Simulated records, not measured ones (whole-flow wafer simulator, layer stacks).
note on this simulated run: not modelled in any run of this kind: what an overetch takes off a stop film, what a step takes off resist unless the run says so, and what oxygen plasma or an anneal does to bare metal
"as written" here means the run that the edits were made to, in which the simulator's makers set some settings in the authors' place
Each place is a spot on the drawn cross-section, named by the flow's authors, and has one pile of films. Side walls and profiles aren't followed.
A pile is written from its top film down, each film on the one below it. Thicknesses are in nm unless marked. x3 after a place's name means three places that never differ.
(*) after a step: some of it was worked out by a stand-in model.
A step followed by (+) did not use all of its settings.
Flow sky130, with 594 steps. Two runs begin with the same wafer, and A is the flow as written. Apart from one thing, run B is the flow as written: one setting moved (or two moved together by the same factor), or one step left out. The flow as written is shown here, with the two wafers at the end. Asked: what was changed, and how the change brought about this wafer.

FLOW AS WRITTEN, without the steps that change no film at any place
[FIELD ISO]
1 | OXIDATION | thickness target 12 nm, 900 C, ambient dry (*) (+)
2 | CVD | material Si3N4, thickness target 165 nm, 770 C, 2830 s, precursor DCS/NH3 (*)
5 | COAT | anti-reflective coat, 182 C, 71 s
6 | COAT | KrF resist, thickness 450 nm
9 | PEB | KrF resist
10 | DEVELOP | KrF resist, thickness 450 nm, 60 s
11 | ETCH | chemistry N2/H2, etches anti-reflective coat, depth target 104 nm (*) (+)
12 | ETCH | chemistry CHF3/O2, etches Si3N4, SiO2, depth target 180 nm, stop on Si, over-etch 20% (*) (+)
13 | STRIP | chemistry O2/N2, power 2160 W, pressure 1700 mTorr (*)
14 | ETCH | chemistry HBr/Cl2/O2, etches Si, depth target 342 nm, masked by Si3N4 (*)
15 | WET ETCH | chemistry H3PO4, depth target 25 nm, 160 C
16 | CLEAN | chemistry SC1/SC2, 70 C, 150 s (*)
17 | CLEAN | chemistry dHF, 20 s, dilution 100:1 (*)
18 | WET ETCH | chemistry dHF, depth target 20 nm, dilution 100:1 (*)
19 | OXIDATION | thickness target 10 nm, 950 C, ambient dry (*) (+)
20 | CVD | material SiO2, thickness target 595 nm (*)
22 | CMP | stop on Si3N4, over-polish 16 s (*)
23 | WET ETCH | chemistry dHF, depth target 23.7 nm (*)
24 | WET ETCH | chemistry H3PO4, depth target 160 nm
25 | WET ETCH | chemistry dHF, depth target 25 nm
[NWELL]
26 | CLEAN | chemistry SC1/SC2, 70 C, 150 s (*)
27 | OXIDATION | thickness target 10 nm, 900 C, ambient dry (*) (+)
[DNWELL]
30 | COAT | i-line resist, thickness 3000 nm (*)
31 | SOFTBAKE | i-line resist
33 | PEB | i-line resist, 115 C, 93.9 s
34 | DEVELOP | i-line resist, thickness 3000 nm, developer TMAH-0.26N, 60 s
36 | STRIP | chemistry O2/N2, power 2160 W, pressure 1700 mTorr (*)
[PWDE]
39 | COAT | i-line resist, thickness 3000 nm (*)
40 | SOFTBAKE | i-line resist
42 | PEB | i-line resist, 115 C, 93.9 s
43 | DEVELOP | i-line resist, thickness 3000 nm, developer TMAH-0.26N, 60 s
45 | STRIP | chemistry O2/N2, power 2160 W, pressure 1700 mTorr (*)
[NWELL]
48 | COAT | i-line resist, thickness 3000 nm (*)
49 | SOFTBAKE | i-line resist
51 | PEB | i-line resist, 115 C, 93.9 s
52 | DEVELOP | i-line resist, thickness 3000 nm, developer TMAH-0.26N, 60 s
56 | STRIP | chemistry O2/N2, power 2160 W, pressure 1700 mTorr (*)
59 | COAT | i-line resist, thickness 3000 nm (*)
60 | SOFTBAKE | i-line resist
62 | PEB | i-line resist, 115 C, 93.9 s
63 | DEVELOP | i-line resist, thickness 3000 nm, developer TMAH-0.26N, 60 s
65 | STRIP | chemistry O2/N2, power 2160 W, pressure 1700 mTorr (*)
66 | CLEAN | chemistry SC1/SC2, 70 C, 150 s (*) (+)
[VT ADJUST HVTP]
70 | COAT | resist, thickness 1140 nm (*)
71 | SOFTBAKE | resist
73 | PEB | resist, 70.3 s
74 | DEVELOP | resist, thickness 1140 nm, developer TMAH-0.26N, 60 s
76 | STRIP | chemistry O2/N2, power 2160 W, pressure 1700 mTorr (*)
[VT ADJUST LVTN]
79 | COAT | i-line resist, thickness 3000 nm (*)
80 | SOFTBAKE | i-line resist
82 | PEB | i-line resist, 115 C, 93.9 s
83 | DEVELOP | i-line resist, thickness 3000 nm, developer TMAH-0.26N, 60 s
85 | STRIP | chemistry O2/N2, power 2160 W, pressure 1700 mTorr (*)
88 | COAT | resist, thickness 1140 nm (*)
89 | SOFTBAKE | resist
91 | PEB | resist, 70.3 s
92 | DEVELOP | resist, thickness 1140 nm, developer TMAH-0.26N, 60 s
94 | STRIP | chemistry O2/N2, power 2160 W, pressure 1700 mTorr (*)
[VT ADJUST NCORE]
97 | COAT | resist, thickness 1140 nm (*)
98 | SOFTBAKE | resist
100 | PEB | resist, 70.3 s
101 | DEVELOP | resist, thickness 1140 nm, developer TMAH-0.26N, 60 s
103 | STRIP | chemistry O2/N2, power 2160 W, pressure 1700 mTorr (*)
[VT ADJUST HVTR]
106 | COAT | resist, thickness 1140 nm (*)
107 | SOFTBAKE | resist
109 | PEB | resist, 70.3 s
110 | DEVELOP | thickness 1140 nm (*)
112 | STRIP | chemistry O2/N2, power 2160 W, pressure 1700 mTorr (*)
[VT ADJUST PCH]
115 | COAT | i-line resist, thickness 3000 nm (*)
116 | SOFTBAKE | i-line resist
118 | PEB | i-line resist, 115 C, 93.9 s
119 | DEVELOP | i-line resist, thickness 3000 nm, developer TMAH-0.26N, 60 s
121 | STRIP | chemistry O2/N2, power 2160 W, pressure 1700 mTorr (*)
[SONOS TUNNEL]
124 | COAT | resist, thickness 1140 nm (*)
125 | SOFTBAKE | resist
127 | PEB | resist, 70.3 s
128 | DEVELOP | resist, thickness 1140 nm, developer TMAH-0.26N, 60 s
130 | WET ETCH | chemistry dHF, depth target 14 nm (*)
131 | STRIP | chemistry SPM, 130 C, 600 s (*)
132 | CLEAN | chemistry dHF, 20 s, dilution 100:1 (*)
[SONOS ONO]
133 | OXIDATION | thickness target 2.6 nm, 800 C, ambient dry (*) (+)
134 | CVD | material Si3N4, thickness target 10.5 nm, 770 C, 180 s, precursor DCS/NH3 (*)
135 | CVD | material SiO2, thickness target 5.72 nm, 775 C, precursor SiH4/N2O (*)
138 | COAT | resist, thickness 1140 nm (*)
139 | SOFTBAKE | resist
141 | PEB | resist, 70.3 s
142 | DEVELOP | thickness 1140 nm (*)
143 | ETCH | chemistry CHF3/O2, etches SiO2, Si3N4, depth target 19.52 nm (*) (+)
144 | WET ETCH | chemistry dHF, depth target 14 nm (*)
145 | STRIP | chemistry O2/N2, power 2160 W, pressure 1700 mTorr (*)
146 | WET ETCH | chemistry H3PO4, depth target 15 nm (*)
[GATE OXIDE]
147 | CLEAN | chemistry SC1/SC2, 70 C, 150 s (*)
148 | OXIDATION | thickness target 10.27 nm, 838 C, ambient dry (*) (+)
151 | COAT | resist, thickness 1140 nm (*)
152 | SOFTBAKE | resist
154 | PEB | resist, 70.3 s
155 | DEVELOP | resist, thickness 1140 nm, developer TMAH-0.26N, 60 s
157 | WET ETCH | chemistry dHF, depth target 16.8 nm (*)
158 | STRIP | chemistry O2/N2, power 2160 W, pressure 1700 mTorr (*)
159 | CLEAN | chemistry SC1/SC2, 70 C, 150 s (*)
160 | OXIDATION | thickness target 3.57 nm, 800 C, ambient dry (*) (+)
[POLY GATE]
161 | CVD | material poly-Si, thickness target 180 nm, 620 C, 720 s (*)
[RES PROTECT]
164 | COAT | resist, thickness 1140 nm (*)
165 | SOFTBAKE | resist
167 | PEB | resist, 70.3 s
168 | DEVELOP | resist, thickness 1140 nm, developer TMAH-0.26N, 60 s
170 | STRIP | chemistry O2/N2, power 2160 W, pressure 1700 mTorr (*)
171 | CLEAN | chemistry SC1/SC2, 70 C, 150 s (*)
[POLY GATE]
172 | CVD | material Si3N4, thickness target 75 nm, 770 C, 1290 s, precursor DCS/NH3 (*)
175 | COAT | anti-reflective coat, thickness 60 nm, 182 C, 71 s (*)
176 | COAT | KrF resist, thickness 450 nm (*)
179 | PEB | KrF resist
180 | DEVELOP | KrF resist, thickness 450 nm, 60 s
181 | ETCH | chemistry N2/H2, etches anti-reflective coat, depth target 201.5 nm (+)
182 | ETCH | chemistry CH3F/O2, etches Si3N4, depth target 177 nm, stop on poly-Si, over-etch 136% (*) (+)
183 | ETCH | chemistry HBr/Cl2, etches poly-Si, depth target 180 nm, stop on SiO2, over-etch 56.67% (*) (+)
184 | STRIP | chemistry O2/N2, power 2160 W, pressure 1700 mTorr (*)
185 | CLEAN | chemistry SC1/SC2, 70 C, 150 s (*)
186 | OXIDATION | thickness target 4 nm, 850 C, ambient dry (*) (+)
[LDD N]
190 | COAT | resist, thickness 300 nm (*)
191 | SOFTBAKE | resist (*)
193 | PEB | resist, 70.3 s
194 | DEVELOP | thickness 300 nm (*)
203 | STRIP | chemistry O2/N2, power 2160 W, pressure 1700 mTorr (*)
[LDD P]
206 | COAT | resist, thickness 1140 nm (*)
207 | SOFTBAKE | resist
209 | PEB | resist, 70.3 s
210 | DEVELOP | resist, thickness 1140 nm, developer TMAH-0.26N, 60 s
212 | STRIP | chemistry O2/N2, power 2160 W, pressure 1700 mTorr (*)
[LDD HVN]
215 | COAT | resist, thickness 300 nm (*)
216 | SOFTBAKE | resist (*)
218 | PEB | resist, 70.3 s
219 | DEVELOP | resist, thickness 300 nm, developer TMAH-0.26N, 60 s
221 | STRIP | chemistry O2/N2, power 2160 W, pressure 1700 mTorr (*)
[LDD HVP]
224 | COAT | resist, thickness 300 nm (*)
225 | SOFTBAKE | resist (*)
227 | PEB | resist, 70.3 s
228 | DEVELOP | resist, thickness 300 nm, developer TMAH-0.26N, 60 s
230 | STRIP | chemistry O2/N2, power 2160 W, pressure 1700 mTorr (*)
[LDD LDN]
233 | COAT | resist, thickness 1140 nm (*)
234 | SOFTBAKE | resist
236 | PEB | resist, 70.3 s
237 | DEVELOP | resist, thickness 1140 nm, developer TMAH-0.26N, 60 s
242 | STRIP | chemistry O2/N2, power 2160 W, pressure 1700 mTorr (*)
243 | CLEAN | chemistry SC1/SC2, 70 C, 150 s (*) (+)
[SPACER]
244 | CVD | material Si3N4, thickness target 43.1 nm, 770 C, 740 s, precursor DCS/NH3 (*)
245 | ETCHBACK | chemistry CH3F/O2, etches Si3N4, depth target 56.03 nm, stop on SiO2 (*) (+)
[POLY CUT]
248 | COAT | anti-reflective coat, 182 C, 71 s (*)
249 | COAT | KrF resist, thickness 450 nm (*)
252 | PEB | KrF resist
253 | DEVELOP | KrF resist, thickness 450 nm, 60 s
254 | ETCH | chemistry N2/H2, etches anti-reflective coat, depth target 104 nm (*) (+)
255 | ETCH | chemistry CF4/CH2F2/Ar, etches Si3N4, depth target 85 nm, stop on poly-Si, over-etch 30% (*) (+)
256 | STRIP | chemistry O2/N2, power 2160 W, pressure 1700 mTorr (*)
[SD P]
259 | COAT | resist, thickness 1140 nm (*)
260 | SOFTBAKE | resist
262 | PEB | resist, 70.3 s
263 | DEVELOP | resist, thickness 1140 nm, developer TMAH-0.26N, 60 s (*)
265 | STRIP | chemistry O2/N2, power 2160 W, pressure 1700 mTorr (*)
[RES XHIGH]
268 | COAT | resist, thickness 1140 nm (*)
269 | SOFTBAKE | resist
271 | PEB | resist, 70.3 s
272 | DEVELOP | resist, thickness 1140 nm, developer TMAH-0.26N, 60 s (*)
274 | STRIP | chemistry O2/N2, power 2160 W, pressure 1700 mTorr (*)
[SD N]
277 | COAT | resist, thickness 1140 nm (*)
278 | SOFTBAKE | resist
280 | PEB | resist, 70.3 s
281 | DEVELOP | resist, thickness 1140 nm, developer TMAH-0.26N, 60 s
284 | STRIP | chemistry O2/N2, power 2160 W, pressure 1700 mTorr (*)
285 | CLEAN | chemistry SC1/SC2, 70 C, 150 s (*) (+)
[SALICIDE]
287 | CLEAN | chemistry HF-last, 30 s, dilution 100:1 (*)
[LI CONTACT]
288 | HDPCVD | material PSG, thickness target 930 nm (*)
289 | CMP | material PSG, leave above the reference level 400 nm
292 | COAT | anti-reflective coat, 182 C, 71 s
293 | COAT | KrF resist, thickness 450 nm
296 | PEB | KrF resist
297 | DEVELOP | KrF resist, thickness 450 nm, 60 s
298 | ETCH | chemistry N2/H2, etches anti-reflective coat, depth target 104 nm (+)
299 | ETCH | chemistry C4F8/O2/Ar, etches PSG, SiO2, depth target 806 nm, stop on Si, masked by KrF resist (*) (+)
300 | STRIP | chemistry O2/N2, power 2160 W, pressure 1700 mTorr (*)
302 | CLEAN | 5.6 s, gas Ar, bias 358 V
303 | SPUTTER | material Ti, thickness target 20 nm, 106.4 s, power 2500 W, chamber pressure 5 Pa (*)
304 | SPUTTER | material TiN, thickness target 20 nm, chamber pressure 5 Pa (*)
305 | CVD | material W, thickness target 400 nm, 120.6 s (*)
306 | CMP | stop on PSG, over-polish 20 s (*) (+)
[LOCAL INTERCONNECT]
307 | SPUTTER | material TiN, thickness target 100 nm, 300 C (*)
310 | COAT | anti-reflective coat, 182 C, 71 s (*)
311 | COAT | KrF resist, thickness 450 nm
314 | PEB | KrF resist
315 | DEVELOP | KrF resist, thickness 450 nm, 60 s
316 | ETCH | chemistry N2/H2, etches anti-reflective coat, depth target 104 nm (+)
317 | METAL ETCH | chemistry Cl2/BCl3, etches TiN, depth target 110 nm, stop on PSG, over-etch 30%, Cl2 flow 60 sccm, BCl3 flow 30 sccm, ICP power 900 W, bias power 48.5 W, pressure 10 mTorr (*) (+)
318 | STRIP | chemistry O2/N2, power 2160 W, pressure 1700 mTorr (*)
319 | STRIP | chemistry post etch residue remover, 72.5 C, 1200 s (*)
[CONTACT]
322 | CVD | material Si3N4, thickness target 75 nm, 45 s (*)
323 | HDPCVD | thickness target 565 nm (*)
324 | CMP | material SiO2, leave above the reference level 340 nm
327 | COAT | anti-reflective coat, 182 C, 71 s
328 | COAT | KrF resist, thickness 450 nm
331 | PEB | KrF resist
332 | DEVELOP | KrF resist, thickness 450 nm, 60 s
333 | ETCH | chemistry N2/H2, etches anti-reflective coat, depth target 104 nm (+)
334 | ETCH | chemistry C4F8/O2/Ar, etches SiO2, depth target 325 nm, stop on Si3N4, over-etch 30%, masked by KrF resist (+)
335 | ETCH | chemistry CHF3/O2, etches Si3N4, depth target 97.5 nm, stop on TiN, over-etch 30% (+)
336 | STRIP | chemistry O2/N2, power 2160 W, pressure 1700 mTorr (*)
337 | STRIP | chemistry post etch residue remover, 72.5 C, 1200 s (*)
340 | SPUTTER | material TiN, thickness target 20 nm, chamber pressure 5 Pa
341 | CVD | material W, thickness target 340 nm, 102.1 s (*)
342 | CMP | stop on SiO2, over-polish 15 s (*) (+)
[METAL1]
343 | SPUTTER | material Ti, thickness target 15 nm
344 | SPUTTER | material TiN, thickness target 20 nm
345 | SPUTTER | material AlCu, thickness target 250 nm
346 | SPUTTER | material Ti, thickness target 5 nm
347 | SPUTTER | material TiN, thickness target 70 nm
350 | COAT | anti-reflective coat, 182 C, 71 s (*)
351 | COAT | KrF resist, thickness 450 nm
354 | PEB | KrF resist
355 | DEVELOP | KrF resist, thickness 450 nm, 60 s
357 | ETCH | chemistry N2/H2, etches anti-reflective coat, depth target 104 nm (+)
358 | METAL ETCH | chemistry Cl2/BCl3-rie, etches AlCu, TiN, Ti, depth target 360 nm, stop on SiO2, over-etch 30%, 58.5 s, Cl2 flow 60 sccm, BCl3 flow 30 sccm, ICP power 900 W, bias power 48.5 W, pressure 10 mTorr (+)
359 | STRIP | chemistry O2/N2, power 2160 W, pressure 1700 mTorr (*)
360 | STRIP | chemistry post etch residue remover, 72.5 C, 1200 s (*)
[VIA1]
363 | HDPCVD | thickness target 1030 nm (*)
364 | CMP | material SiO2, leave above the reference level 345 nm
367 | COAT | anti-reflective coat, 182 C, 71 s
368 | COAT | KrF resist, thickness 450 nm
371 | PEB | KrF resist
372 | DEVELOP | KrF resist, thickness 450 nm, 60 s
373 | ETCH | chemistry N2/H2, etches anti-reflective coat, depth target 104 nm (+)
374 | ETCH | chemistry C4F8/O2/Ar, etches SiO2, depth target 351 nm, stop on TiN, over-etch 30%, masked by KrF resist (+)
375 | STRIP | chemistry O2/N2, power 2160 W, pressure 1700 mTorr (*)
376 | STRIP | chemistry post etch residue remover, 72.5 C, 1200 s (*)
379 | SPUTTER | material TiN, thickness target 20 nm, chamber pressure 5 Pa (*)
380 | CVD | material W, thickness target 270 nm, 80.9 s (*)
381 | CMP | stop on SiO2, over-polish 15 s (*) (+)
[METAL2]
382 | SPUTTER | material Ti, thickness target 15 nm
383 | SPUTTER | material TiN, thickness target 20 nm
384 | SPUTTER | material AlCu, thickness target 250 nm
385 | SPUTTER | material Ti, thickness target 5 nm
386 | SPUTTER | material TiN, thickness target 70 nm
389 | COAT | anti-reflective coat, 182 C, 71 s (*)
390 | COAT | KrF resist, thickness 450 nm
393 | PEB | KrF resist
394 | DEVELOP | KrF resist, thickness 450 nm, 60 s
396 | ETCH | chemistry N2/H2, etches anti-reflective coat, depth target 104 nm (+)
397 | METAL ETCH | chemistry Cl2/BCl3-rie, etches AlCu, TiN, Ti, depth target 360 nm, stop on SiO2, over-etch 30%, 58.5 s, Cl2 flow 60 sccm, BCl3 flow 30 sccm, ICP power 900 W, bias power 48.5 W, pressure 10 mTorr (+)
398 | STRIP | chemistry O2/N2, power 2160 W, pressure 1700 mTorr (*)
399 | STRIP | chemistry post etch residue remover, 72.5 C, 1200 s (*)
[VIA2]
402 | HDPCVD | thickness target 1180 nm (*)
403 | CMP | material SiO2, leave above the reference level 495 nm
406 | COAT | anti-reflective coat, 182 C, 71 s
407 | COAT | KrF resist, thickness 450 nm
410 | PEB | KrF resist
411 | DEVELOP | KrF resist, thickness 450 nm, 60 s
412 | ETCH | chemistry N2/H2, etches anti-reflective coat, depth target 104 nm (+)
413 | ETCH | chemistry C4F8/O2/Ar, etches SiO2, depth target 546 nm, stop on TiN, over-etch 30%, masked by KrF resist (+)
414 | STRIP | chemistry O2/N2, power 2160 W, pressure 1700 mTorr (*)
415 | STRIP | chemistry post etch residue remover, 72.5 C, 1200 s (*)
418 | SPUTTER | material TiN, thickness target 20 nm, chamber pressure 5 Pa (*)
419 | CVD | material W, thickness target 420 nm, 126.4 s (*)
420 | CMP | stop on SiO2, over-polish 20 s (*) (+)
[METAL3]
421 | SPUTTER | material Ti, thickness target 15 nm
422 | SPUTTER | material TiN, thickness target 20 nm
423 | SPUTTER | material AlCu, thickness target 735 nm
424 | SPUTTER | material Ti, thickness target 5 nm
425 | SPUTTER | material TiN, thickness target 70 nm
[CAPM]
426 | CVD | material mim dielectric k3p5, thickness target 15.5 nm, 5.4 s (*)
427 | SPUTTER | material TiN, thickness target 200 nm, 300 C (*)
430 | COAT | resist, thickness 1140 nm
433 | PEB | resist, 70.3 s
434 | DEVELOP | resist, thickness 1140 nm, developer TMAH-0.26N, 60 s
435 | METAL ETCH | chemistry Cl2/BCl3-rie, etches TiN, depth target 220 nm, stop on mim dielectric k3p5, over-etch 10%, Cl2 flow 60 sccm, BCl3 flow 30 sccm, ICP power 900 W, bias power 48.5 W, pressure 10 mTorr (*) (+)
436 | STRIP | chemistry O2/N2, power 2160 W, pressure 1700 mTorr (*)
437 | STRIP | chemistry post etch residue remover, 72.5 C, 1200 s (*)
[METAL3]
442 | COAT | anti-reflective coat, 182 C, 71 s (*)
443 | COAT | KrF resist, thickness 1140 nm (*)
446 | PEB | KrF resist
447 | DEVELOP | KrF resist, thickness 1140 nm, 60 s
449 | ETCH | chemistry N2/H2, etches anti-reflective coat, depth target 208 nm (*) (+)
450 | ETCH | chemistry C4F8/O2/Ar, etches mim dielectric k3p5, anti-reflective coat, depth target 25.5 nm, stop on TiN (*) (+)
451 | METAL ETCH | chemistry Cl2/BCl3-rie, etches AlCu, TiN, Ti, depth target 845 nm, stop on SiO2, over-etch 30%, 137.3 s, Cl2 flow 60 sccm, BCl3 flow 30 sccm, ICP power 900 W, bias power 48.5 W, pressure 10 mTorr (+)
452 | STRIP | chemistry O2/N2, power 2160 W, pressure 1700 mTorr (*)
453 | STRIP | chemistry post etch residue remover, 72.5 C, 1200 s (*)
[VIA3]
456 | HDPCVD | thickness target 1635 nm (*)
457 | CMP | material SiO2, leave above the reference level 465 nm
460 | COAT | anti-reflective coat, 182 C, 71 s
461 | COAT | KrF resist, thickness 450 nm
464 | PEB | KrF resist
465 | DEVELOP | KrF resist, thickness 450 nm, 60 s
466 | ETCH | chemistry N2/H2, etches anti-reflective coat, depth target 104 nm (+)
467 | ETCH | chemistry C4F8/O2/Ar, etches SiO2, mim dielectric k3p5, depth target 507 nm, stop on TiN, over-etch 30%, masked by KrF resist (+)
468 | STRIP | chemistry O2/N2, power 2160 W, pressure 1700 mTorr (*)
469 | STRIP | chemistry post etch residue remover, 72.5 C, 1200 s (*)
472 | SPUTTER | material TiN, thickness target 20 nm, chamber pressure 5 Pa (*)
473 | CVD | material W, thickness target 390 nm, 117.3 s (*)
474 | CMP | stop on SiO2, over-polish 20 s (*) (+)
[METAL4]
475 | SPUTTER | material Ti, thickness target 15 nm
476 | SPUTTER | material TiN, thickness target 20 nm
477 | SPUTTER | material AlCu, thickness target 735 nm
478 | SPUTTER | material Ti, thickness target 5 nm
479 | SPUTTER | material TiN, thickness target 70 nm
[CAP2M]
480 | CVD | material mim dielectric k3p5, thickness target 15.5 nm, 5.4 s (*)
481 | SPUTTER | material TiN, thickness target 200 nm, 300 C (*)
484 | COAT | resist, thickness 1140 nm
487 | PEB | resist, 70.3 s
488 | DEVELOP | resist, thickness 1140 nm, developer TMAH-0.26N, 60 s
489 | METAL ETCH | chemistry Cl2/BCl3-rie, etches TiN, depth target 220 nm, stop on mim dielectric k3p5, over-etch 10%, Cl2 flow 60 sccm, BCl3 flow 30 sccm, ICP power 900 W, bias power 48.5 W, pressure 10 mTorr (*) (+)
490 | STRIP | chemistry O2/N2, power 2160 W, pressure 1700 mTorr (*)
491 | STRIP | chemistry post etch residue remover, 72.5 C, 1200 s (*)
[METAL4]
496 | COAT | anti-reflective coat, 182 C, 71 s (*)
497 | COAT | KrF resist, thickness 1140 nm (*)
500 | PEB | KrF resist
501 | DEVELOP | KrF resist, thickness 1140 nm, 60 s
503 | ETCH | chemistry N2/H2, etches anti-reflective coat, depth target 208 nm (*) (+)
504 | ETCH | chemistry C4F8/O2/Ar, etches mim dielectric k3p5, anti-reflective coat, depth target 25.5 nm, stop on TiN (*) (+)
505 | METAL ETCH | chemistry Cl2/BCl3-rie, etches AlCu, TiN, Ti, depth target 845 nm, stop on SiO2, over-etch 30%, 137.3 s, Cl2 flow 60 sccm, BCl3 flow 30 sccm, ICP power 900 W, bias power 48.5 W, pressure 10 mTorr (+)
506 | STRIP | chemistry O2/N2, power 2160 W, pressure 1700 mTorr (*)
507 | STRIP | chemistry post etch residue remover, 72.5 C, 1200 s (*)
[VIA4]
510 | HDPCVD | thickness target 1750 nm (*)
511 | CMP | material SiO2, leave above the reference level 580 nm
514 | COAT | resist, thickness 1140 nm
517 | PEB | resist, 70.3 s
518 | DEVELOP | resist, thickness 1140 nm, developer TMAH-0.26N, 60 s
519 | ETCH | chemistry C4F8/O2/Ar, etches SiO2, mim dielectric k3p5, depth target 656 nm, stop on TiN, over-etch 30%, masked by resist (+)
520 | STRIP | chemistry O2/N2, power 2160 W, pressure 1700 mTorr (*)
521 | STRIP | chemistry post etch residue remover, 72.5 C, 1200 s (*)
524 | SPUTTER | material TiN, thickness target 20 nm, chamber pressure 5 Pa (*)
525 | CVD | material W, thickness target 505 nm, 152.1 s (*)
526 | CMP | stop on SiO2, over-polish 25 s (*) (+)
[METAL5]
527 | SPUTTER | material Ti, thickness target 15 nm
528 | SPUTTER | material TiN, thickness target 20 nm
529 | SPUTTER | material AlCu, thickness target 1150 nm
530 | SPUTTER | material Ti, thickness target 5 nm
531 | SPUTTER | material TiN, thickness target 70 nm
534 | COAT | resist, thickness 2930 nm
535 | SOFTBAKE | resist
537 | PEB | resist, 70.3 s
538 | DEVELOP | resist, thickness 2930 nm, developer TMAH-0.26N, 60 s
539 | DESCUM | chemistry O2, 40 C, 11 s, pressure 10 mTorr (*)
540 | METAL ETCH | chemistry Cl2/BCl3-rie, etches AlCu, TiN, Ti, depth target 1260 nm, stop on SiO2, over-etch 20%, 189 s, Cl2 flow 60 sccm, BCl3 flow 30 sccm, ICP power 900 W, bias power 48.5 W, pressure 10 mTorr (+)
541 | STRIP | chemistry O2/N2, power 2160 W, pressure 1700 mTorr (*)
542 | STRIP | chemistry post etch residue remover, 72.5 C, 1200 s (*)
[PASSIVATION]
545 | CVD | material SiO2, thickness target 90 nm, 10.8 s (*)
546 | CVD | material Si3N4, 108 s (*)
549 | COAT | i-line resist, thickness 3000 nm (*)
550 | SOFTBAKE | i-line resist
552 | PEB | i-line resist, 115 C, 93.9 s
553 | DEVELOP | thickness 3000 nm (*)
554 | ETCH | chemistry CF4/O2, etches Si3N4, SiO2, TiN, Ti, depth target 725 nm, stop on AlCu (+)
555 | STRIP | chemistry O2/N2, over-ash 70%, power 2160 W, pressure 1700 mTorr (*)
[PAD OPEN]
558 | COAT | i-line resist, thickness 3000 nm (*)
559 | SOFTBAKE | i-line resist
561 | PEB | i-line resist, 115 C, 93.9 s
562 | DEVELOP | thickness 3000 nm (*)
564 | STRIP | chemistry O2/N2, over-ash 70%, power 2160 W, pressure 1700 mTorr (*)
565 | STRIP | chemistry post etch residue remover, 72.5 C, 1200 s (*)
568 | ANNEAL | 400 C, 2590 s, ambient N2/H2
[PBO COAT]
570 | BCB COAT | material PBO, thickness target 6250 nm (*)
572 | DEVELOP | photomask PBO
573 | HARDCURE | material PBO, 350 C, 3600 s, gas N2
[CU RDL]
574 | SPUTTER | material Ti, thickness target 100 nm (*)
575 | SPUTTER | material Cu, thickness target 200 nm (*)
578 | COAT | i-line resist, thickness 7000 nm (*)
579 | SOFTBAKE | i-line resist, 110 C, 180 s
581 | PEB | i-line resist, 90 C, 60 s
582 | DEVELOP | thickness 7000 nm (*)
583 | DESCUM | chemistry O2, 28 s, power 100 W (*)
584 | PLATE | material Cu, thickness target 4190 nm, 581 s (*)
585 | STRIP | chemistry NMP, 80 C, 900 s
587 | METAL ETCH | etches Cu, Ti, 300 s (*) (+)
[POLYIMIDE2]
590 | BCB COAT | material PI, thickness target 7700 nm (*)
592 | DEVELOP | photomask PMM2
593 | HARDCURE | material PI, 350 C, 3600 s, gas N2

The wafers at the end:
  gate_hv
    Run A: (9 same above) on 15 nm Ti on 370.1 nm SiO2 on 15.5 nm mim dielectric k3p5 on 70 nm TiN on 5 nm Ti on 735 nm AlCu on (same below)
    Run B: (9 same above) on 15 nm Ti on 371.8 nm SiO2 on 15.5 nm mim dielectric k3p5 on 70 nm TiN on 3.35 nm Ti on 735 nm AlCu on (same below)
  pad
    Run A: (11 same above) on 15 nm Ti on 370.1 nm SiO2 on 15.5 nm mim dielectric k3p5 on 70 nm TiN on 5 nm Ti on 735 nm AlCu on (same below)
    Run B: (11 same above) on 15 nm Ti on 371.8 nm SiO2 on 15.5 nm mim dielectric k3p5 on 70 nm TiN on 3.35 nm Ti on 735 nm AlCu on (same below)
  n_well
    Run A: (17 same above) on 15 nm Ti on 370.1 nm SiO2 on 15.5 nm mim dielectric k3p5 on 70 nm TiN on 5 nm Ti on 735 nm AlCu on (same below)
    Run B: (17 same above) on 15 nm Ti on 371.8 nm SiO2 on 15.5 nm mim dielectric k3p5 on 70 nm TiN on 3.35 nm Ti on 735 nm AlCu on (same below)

Cause: step 424, SPUTTER: thickness target 3.35 nm was run, though the flow has thickness target 5 nm.
One can read it off the wafer: gate_hv has Ti 3.35, and step 424 as written asks for 5 nm.

Step by step, how the change led to this:
  424 | SPUTTER | material Ti, thickness target 5 nm
      field, active, n_well and 188 more: A +5 Ti (new film) | B +3.35 Ti (new film)
  451 | METAL ETCH | chemistry Cl2/BCl3-rie, etches AlCu, TiN, Ti, depth target 845 nm, stop on SiO2, over-etch 30%, 137.3 s, Cl2 flow 60 sccm, BCl3 flow 30 sccm, ICP power 900 W, bias power 48.5 W, pressure 10 mTorr (+)
      field, gate, spacer and 68 more: A -70 TiN (all of it), -5 Ti (all of it), -735 AlCu (all of it), -20 TiN (all of it), -15 Ti (all of it), -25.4 SiO2 | B -70 TiN (all of it), -3.35 Ti (all of it), -735 AlCu (all of it), -20 TiN (all of it), -15 Ti (all of it), -25.5 SiO2
      active, vpp_ln, vpp_iso2 and 11 more: A -70 TiN (all of it), -5 Ti (all of it), -735 AlCu (all of it), -20 TiN (all of it), -15 Ti (all of it), -25.3 SiO2 | B -70 TiN (all of it), -3.35 Ti (all of it), -735 AlCu (all of it), -20 TiN (all of it), -15 Ti (all of it), -25.5 SiO2
